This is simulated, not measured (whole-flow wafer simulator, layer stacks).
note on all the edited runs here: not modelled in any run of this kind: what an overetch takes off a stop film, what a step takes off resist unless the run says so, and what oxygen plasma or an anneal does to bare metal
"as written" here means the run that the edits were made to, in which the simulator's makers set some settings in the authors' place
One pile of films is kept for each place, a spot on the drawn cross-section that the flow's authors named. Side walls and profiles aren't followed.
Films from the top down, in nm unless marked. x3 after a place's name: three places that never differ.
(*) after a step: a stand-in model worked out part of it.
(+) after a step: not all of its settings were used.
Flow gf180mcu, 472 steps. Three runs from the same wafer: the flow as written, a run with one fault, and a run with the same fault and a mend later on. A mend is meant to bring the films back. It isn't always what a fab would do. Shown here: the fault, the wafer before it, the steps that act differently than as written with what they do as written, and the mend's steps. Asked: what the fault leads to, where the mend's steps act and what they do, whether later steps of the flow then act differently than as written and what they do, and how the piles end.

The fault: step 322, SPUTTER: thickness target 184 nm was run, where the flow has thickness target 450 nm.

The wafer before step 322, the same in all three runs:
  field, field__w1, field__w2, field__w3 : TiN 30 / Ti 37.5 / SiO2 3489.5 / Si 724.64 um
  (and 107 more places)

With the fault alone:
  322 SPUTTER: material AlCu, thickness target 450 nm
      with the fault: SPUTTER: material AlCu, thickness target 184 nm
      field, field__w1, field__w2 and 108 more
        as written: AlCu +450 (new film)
        with the fault: AlCu +184 (new film)
  Later steps of the flow that act differently than as written:
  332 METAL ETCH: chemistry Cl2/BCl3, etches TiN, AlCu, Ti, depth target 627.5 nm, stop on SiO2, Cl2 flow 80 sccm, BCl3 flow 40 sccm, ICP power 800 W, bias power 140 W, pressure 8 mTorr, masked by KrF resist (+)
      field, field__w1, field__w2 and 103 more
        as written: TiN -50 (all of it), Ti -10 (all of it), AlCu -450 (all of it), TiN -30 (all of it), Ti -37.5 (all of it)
        with the fault: TiN -50 (all of it), Ti -10 (all of it), AlCu -184 (all of it), TiN -30 (all of it), Ti -37.5 (all of it)
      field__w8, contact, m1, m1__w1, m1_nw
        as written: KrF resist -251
        with the fault: KrF resist -186.9
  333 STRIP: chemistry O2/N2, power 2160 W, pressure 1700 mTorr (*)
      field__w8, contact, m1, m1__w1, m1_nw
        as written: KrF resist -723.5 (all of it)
        with the fault: KrF resist -787.6 (all of it)
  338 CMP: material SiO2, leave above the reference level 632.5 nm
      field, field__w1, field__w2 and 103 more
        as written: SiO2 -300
        with the fault: SiO2 -566
  At the end the piles differ from the flow's by more than 2% or 0.5 nm, whichever is larger, at field, field__w1, field__w2 and 109 more.
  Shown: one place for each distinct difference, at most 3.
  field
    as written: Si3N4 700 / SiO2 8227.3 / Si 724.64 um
    with the fault: Si3N4 700 / SiO2 7961.3 / Si 724.64 um
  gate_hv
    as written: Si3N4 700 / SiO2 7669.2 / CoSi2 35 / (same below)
    with the fault: Si3N4 700 / SiO2 7403.2 / CoSi2 35 / (same below)
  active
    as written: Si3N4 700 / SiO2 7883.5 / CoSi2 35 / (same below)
    with the fault: Si3N4 700 / SiO2 7617.5 / CoSi2 35 / (same below)

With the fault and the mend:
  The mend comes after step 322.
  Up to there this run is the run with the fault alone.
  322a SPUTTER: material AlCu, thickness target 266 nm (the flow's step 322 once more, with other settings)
      field, field__w1, field__w2 and 108 more
        AlCu +266
  No later step of the flow acts differently than as written at any place that is followed.
  At the end the piles are the same as the flow's at every place that both follow.
